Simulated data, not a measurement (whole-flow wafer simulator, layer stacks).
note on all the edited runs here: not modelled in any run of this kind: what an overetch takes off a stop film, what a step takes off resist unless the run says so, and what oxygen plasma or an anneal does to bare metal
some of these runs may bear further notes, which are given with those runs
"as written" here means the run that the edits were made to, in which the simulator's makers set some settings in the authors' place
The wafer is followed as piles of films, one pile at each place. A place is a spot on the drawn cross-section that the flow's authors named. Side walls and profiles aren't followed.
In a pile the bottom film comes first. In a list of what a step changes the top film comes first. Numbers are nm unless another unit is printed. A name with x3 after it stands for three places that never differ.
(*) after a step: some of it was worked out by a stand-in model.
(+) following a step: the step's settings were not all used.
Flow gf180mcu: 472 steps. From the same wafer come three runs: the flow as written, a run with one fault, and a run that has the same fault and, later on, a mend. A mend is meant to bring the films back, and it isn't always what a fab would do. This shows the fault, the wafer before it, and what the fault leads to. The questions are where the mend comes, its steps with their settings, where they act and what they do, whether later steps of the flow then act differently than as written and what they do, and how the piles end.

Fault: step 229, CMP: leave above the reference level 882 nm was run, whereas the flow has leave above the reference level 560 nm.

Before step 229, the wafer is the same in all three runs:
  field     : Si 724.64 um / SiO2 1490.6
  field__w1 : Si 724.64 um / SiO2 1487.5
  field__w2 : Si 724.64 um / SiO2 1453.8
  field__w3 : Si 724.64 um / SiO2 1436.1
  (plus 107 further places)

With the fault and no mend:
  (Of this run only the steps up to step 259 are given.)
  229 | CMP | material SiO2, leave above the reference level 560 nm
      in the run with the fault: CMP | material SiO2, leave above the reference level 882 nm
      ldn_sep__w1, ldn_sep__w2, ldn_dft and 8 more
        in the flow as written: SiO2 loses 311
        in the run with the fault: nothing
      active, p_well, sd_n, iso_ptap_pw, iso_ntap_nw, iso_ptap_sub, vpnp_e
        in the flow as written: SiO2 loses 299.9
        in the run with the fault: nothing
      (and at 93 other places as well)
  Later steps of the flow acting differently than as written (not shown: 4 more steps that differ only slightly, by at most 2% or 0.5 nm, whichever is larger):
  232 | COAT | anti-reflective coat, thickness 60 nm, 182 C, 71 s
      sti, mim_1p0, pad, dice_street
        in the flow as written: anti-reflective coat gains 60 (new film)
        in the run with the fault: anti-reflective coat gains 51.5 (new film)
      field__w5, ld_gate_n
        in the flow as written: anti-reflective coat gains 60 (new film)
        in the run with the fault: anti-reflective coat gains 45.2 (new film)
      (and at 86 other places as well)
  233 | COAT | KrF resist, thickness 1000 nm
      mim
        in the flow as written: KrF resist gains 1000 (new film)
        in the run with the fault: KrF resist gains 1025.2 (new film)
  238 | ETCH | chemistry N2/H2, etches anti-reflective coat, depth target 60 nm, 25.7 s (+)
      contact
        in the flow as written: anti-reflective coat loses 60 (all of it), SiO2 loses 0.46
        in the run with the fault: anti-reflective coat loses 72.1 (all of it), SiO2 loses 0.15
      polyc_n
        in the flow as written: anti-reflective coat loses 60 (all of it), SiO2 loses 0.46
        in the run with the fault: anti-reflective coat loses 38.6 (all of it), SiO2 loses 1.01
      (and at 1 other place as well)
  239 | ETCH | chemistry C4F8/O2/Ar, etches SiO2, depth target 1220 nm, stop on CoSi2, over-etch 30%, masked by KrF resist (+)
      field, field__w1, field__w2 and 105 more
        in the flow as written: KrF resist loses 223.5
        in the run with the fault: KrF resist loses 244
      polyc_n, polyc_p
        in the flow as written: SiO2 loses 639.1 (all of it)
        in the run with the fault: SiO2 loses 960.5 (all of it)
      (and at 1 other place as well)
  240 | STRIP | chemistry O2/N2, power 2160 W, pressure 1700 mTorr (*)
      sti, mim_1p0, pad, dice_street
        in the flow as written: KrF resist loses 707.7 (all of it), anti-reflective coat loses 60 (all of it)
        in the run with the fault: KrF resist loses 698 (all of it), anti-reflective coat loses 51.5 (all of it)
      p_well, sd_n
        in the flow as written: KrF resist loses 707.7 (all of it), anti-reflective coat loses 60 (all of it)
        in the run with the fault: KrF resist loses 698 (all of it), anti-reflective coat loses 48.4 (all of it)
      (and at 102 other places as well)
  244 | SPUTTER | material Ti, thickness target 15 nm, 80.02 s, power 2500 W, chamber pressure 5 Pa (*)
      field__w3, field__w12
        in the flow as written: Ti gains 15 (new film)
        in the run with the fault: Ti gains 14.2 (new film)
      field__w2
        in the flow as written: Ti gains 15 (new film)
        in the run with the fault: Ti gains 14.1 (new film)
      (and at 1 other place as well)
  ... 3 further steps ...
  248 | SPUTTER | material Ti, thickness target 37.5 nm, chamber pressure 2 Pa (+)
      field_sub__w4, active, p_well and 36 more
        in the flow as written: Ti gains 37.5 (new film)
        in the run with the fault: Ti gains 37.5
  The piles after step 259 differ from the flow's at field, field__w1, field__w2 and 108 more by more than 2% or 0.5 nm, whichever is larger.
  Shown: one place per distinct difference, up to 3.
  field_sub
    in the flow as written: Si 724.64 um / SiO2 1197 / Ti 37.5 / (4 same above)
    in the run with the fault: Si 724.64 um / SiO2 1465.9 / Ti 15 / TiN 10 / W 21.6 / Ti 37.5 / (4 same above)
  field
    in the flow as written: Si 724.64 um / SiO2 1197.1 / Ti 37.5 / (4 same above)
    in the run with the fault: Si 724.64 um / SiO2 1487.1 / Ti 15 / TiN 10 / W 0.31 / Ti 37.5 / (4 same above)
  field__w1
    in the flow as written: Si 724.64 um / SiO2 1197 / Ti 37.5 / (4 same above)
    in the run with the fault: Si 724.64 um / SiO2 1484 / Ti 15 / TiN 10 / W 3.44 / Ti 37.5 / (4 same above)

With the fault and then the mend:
  The mend stands after step 229.
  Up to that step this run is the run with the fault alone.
  229a | CMP | material SiO2, leave above the reference level 560 nm (a further turn of the flow's step 229)
      field__w5, field__w9, n_well and 35 more
        SiO2 loses 322
      ldn_sep__w1, ldn_sep__w2, ldn_dft and 8 more
        SiO2 loses 311
      active, p_well, sd_n, iso_ptap_pw, iso_ntap_nw, iso_ptap_sub, vpnp_e
        SiO2 loses 299.9
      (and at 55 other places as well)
  None of the later steps of the flow acts differently than as written at any place that is followed.
  At every place that both follow, the piles at the end match the flow's.
